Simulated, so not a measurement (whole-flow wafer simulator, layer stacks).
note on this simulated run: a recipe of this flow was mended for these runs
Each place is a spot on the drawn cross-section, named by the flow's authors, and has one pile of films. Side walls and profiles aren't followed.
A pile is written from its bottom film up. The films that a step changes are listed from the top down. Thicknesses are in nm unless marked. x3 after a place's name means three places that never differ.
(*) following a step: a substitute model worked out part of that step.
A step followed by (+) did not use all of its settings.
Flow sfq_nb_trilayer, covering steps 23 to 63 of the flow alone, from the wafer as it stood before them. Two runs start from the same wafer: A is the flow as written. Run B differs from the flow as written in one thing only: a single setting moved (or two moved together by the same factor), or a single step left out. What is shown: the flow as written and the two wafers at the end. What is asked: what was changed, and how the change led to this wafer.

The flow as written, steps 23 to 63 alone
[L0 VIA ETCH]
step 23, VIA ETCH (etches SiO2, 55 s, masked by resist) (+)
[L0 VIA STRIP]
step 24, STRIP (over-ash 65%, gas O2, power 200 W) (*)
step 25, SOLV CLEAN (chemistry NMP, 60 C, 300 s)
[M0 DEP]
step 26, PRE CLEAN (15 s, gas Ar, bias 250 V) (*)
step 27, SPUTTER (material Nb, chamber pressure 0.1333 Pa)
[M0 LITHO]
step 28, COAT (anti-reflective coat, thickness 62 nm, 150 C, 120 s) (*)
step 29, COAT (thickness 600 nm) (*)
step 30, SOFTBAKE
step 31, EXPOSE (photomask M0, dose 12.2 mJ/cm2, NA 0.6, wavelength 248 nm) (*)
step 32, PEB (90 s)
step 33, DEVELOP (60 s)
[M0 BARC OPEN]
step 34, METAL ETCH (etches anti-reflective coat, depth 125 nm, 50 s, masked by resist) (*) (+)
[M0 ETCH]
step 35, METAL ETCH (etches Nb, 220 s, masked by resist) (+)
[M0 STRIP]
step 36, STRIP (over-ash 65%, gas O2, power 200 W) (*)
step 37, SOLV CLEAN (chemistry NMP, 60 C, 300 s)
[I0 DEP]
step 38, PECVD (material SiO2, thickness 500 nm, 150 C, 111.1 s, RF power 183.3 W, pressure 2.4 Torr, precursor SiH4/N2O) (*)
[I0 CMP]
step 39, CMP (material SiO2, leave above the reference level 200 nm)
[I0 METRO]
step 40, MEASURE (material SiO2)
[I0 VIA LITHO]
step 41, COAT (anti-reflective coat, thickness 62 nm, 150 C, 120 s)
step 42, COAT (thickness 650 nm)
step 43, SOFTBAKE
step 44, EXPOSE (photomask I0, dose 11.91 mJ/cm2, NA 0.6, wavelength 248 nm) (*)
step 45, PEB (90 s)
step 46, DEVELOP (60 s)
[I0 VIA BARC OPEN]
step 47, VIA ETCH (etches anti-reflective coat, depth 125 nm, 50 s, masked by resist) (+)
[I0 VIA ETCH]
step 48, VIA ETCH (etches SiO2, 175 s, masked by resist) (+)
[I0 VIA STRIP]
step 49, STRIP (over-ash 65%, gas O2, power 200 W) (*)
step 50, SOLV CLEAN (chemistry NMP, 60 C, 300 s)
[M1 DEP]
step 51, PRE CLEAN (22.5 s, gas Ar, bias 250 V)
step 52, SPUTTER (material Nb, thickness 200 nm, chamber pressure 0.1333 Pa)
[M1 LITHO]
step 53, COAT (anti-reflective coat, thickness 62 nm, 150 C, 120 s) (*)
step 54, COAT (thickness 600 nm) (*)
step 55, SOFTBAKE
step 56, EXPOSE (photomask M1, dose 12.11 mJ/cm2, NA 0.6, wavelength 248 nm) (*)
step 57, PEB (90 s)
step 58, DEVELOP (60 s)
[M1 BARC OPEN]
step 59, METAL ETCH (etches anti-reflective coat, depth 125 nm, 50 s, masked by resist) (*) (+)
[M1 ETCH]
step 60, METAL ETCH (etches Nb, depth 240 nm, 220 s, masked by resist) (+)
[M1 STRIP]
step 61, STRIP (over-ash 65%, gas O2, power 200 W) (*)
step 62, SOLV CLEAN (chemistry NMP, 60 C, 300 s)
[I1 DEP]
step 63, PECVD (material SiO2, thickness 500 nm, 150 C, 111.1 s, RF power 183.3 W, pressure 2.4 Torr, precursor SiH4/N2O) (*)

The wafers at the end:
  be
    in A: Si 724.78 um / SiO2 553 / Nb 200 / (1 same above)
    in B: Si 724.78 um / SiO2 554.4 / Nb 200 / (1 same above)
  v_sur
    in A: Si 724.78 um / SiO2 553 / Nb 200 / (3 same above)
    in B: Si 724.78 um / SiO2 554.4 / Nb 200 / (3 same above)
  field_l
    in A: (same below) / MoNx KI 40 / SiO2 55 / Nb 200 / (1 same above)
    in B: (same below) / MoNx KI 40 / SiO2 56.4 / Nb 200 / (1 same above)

The reason: step 26, PRE CLEAN: bias 162 V was run, whereas the flow has bias 250 V.

How this came from the change, step by step:
  step 26, PRE CLEAN (15 s, gas Ar, bias 250 V) (*)
      field_l, v_sur, via_wl and 102 more: A -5 SiO2 | B -3.6 SiO2
      l0v: A -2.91 MoNx KI | B -1.85 MoNx KI
